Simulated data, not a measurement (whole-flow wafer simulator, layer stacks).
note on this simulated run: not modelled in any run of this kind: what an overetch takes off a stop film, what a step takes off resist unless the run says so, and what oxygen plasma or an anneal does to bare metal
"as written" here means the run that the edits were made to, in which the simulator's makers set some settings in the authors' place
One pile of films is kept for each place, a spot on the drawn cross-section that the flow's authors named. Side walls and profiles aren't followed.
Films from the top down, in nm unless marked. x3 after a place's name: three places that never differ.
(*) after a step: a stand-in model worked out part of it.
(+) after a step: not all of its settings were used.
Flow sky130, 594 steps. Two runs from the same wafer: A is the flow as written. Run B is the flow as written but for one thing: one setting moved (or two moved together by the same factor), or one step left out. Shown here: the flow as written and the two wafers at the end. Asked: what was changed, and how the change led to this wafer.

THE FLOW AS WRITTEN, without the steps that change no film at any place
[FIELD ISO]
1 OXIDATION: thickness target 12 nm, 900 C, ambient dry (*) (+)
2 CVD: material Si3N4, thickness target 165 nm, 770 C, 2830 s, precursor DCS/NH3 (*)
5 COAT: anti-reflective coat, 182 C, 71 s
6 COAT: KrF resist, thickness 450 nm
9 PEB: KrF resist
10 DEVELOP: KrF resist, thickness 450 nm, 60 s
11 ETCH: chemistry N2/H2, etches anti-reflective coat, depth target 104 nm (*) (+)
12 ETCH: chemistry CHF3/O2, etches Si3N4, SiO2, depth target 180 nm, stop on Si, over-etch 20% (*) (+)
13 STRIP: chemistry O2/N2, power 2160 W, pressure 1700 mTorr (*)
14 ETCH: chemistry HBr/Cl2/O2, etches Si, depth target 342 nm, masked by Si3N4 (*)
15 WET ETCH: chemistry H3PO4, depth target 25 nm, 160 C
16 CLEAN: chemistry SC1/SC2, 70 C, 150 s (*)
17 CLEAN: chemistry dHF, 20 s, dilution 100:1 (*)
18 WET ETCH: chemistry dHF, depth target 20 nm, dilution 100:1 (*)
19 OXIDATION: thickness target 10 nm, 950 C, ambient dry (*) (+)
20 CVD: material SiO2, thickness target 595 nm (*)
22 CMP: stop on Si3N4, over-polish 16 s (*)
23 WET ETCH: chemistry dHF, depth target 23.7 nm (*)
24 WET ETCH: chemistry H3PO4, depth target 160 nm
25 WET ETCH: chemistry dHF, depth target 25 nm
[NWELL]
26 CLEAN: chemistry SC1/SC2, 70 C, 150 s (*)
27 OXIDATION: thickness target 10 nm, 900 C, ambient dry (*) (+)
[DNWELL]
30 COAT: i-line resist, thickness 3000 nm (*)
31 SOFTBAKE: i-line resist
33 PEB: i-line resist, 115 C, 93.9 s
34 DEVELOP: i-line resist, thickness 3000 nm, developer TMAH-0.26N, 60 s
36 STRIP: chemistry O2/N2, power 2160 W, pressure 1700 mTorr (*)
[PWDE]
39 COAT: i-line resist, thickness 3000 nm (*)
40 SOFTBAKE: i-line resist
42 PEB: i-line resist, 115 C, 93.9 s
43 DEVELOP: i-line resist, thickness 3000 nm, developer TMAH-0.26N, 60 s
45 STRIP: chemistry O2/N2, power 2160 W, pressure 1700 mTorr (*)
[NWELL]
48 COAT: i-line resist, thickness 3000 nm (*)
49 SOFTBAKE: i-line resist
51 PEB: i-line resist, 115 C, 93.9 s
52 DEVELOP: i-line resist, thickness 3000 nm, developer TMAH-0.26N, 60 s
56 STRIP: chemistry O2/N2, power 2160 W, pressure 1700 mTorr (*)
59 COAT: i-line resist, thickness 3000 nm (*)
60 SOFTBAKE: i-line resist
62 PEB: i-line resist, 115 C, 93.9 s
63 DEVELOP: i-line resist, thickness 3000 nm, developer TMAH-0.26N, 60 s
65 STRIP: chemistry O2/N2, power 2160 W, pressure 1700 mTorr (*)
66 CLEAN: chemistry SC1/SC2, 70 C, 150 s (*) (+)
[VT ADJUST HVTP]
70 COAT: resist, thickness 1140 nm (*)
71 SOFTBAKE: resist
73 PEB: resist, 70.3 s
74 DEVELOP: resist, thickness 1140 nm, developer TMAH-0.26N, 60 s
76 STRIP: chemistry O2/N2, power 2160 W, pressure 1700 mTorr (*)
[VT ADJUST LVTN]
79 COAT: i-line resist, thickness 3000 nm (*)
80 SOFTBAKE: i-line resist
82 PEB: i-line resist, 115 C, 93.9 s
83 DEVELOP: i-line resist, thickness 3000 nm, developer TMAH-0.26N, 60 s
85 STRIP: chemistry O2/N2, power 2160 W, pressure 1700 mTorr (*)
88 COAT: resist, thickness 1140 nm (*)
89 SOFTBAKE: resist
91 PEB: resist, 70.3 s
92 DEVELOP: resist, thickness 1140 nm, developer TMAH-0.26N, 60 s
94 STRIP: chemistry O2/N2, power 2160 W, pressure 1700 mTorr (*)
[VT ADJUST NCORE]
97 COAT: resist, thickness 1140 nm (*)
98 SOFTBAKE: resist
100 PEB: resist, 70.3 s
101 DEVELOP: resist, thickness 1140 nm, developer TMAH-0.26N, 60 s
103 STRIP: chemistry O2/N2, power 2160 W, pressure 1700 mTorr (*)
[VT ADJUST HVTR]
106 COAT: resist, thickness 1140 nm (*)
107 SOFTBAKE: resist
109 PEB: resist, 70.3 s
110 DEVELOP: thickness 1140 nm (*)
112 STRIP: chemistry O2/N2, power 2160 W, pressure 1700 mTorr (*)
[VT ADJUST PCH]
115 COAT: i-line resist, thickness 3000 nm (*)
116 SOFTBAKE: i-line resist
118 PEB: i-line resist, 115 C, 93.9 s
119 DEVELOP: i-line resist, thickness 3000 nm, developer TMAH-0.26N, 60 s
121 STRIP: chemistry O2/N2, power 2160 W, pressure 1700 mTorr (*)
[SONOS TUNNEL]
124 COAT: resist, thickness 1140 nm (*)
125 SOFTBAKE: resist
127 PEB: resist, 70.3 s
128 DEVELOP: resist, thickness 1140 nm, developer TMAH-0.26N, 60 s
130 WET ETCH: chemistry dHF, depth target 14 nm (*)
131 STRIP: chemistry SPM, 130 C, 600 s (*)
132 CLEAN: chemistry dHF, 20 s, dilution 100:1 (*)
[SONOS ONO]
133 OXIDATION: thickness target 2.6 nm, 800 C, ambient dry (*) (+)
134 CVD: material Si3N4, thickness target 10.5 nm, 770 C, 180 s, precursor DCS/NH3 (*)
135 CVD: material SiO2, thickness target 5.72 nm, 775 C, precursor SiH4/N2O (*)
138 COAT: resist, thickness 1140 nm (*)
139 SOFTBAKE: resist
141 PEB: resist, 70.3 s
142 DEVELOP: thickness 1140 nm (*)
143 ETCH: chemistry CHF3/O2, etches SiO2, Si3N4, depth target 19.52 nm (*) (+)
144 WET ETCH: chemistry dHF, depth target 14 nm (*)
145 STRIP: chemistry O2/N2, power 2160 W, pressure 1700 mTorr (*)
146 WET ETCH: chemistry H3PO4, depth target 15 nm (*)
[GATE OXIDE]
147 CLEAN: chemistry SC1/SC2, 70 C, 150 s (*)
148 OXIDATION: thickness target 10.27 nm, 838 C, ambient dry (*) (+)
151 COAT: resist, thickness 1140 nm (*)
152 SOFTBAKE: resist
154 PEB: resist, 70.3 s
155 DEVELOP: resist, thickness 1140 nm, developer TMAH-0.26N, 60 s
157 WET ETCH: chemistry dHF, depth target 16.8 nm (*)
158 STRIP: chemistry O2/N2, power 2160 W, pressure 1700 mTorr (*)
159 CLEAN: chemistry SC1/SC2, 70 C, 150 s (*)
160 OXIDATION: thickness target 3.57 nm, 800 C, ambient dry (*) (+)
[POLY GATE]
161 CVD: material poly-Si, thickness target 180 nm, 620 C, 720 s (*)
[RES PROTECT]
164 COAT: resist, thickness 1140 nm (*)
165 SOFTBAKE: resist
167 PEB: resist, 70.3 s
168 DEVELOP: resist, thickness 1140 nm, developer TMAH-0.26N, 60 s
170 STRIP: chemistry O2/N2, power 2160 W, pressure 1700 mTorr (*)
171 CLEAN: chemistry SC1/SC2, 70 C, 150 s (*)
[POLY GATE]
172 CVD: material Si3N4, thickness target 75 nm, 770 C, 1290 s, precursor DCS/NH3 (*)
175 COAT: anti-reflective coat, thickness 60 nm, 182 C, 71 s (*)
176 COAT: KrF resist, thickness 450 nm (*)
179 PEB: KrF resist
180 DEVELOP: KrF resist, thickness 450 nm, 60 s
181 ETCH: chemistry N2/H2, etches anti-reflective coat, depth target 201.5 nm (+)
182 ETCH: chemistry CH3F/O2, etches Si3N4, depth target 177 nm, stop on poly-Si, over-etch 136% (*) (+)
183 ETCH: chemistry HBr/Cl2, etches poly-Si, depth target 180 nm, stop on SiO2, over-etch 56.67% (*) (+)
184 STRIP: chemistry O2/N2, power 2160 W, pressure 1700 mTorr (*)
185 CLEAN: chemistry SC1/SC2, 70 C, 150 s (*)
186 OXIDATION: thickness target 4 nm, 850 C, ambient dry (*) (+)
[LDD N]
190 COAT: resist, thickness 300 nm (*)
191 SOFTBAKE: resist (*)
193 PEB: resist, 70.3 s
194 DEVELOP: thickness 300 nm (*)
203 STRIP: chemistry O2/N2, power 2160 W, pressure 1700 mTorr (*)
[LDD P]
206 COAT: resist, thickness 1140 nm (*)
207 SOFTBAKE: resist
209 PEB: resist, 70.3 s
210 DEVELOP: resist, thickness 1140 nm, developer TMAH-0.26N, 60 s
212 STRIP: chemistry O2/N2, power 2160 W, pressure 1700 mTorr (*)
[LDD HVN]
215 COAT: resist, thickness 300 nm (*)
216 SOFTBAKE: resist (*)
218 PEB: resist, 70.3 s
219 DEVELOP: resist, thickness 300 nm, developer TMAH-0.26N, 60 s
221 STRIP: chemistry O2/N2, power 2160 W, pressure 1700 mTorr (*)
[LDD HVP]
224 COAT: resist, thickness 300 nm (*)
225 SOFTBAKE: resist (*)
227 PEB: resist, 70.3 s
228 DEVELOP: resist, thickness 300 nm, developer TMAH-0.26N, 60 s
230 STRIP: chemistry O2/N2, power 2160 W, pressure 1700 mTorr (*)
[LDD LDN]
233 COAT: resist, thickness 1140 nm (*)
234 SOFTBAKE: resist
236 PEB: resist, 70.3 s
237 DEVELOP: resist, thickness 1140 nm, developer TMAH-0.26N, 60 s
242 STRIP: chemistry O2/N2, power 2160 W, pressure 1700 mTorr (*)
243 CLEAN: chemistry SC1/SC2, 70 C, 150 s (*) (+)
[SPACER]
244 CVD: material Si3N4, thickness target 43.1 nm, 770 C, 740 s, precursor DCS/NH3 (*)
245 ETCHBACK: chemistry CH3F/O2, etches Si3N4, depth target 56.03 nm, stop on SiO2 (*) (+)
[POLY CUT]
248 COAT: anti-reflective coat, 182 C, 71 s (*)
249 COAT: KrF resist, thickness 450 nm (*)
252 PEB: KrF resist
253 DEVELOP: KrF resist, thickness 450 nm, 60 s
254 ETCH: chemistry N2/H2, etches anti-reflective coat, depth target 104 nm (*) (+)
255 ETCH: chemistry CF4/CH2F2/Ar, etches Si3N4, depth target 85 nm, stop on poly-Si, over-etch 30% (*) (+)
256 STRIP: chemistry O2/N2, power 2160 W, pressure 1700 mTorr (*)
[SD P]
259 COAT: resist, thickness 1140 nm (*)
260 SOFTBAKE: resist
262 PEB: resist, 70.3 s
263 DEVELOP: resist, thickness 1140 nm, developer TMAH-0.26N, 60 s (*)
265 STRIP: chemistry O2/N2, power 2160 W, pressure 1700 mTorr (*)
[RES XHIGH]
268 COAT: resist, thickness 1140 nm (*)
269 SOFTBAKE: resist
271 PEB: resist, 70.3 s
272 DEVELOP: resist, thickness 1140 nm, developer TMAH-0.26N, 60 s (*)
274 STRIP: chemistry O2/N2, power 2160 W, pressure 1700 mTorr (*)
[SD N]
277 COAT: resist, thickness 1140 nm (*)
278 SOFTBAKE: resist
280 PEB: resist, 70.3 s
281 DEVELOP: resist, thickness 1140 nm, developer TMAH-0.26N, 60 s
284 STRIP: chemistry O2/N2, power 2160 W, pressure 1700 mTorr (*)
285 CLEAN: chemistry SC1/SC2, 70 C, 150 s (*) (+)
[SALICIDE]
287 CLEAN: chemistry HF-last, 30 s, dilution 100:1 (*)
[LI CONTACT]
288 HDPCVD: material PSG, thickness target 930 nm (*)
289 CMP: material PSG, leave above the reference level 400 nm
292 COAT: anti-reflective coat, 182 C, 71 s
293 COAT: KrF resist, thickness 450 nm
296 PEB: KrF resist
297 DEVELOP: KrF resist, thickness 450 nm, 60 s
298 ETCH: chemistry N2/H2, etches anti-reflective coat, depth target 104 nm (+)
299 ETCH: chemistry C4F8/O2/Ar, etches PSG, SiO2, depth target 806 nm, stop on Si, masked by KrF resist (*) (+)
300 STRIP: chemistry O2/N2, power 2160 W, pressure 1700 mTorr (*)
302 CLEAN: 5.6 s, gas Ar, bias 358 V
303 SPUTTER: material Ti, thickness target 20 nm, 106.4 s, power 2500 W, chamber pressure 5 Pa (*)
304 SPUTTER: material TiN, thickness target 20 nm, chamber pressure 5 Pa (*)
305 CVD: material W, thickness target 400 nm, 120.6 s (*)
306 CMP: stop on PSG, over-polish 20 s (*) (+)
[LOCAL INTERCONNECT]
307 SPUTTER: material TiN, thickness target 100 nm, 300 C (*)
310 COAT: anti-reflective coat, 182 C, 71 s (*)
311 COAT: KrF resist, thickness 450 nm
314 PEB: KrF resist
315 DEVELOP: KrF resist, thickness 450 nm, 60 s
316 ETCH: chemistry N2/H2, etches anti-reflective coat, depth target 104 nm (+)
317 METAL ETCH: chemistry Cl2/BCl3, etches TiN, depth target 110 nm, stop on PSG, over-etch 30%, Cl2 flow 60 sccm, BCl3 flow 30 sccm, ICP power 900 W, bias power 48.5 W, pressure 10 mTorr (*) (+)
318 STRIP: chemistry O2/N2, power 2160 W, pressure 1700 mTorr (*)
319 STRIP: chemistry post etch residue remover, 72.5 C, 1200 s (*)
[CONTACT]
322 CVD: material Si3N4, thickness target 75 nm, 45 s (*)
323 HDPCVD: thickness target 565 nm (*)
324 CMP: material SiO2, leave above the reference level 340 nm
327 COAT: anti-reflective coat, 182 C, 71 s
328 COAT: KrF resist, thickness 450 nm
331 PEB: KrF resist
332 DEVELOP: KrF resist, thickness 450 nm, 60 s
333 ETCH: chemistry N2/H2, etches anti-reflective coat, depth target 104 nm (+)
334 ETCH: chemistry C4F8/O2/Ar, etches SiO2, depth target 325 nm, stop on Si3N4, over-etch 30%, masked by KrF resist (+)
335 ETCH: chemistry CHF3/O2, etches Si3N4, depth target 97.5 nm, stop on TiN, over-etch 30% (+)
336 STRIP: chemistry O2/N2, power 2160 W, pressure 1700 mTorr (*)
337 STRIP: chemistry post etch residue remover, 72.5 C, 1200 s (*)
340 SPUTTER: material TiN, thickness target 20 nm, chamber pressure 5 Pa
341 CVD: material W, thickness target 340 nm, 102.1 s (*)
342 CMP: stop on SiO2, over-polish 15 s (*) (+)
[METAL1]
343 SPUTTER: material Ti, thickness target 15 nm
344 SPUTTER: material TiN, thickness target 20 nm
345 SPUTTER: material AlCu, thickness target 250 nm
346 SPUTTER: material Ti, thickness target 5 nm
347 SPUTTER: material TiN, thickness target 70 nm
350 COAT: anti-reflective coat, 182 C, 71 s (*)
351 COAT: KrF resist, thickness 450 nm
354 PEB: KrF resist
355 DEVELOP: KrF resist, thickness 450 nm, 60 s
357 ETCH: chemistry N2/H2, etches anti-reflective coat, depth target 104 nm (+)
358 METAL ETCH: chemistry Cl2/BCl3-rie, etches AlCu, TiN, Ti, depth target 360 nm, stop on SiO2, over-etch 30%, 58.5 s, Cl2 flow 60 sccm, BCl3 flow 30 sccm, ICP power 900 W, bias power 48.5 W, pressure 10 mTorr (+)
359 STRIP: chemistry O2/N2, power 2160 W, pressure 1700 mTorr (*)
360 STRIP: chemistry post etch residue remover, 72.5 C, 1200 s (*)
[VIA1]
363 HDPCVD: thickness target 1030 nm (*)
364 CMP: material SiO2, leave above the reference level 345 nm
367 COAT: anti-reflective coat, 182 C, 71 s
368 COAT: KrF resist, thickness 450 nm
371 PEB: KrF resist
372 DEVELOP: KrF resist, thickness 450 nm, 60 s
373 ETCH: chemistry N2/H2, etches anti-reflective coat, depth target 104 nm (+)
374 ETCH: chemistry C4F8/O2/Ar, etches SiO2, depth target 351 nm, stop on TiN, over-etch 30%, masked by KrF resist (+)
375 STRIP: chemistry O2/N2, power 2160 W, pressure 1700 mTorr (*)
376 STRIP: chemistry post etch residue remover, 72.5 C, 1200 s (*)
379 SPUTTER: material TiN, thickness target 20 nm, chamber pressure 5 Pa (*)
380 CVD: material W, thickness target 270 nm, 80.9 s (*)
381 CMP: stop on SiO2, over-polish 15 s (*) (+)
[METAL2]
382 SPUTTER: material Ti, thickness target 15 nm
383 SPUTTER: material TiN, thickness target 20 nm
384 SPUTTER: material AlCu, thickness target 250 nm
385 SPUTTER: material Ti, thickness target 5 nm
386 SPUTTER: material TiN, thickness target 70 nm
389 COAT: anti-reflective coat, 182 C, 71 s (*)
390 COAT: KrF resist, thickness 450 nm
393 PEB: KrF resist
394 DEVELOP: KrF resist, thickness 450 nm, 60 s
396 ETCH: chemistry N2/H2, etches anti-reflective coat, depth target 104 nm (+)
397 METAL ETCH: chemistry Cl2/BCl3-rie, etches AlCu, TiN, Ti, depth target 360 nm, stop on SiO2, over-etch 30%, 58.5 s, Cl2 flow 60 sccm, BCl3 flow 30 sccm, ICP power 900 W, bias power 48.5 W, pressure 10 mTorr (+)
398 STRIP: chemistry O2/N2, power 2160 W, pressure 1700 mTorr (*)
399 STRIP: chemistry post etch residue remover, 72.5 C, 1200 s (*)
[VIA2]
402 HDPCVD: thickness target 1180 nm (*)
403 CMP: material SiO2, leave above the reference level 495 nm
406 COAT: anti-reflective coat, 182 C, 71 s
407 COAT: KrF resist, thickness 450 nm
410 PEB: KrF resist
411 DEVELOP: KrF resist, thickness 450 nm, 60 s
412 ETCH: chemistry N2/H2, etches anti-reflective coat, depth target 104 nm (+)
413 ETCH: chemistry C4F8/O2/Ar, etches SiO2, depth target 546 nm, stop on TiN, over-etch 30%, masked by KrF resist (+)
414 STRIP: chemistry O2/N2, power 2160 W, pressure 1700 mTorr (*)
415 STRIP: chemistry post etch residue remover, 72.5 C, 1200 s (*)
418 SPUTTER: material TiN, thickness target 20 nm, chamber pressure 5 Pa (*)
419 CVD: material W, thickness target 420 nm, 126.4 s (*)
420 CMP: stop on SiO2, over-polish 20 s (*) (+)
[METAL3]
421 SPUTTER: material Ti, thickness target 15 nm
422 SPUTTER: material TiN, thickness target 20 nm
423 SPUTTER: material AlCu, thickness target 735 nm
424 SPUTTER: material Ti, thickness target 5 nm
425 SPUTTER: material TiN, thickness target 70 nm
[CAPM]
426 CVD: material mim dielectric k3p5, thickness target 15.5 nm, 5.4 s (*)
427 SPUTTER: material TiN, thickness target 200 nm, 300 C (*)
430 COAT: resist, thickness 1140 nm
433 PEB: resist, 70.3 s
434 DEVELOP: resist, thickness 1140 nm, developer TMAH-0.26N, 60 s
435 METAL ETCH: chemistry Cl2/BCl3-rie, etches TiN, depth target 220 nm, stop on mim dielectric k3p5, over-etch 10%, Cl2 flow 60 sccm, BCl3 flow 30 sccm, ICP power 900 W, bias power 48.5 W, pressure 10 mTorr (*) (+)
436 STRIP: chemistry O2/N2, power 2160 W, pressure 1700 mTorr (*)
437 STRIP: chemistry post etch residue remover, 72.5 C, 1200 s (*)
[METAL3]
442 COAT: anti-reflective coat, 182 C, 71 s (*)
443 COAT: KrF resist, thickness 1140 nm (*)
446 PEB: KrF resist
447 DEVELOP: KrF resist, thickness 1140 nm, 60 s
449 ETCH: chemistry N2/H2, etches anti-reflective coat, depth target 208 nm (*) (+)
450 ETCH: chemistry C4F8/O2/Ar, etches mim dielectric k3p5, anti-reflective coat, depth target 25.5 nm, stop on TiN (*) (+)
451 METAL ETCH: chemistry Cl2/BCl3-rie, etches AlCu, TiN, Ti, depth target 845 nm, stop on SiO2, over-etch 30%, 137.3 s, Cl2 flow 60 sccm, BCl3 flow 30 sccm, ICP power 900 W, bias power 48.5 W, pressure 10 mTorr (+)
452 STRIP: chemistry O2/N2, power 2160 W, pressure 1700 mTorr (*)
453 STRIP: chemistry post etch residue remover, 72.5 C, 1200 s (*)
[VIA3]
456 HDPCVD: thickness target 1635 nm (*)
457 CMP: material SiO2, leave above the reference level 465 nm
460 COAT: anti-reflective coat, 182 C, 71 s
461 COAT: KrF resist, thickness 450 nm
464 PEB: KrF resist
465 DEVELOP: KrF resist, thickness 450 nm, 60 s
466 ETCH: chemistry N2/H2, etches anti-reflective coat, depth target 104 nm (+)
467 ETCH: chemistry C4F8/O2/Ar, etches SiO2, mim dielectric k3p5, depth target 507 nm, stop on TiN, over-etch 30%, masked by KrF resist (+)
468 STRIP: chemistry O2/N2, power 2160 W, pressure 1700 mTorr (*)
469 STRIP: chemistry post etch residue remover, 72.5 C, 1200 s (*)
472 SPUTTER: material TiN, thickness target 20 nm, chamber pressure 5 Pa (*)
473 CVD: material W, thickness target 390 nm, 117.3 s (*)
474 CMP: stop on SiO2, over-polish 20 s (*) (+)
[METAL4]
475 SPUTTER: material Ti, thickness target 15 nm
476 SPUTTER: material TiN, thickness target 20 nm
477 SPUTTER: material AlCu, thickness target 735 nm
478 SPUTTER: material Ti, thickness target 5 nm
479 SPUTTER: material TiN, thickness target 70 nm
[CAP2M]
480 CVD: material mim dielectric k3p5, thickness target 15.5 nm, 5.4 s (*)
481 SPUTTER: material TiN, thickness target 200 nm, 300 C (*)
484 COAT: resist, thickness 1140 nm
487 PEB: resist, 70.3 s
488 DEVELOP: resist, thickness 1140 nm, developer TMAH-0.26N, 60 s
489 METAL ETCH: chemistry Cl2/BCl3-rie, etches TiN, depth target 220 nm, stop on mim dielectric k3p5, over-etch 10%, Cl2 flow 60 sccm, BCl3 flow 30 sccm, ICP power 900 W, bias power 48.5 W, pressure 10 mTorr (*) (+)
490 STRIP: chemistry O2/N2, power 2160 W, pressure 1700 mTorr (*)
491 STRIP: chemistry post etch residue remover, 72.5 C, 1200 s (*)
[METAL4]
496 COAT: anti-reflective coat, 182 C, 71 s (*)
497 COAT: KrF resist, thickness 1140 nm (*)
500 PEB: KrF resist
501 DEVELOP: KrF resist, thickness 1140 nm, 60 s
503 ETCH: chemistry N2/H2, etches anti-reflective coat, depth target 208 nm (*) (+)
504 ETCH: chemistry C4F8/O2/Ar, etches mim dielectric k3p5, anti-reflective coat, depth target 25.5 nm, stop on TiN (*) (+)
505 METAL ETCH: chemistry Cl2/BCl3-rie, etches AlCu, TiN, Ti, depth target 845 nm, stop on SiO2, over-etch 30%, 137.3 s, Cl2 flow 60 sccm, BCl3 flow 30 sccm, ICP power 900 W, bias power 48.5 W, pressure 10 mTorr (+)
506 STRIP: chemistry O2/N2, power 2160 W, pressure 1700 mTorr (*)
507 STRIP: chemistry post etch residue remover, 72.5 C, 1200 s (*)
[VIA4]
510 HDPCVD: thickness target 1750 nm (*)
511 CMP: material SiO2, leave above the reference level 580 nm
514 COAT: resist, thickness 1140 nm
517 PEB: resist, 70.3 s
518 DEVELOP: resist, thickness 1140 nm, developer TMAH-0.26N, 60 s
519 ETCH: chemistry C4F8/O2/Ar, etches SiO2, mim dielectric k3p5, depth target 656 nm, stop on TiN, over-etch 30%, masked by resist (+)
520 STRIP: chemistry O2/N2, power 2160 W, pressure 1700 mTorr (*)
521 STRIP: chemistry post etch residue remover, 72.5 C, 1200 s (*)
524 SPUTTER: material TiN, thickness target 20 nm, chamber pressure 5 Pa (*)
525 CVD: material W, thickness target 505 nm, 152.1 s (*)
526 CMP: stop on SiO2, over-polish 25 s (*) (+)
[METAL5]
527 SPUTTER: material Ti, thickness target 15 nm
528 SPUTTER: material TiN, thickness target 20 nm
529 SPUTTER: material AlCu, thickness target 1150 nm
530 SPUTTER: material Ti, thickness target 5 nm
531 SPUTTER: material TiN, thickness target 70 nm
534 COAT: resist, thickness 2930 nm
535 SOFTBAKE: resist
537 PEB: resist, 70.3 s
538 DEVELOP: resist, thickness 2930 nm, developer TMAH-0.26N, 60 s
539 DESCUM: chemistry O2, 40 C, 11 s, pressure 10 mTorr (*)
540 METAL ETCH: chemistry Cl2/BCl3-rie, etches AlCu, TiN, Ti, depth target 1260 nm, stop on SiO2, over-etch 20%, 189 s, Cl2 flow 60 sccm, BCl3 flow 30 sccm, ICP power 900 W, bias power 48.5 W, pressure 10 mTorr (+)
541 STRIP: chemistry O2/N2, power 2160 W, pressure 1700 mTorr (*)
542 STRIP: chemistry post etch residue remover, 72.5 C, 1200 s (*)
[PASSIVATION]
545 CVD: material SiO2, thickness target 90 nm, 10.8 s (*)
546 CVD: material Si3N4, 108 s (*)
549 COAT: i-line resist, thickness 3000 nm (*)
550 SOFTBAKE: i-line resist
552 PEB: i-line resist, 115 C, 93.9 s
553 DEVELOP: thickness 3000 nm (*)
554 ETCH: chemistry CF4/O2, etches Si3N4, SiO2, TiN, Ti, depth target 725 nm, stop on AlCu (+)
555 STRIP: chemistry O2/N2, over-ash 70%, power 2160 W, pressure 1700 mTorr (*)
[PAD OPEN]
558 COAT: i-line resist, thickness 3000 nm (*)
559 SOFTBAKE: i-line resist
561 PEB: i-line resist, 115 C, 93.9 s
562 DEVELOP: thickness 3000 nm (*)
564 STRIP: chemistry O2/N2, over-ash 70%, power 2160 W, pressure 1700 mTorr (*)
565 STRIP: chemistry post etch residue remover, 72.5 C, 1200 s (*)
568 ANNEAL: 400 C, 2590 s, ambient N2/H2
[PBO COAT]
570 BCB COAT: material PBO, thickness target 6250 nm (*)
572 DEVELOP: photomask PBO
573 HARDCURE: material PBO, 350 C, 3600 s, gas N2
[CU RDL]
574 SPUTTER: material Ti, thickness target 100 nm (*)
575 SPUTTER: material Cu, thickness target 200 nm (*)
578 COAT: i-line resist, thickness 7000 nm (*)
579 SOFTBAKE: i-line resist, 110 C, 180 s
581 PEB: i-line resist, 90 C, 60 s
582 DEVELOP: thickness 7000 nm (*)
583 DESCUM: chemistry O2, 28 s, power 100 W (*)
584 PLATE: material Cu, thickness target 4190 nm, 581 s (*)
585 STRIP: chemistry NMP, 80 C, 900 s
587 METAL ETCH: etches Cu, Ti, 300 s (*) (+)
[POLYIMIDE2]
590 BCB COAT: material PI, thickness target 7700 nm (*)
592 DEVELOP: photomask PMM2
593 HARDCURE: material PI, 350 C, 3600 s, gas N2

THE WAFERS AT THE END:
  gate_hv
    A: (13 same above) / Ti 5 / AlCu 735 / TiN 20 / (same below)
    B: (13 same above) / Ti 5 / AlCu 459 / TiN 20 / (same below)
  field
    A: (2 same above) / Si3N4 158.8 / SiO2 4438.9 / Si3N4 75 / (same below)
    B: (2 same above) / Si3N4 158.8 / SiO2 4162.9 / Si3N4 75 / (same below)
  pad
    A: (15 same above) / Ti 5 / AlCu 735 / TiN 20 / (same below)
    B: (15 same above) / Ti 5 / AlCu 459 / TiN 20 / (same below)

The cause: step 423, SPUTTER: thickness target 459 nm was run, where the flow has thickness target 735 nm.
It can be read off the wafer: gate_hv has AlCu 459, and step 423 as written asks for 735 nm.

How the change led to this, step by step:
  423 SPUTTER: material AlCu, thickness target 735 nm
      field, active, n_well and 188 more: A AlCu +735 (new film) | B AlCu +459 (new film)
  451 METAL ETCH: chemistry Cl2/BCl3-rie, etches AlCu, TiN, Ti, depth target 845 nm, stop on SiO2, over-etch 30%, 137.3 s, Cl2 flow 60 sccm, BCl3 flow 30 sccm, ICP power 900 W, bias power 48.5 W, pressure 10 mTorr (+)
      field, gate, spacer and 66 more: A TiN -70 (all of it), Ti -5 (all of it), AlCu -735 (all of it), TiN -20 (all of it), Ti -15 (all of it), SiO2 -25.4 | B TiN -70 (all of it), Ti -5 (all of it), AlCu -459 (all of it), TiN -20 (all of it), Ti -15 (all of it), SiO2 -53
      vpp_ln, vpp_iso2, ndiff_ln and 8 more: A TiN -70 (all of it), Ti -5 (all of it), AlCu -735 (all of it), TiN -20 (all of it), Ti -15 (all of it), SiO2 -25.3 | B TiN -70 (all of it), Ti -5 (all of it), AlCu -459 (all of it), TiN -20 (all of it), Ti -15 (all of it), SiO2 -52.9
      (and at 5 more places)
  457 CMP: material SiO2, leave above the reference level 465 nm
      field, gate, spacer and 61 more: A SiO2 -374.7 | B SiO2 -623.1
      active, vpp_ln, vpp_iso1 and 18 more: A SiO2 -374.7 | B SiO2 -623
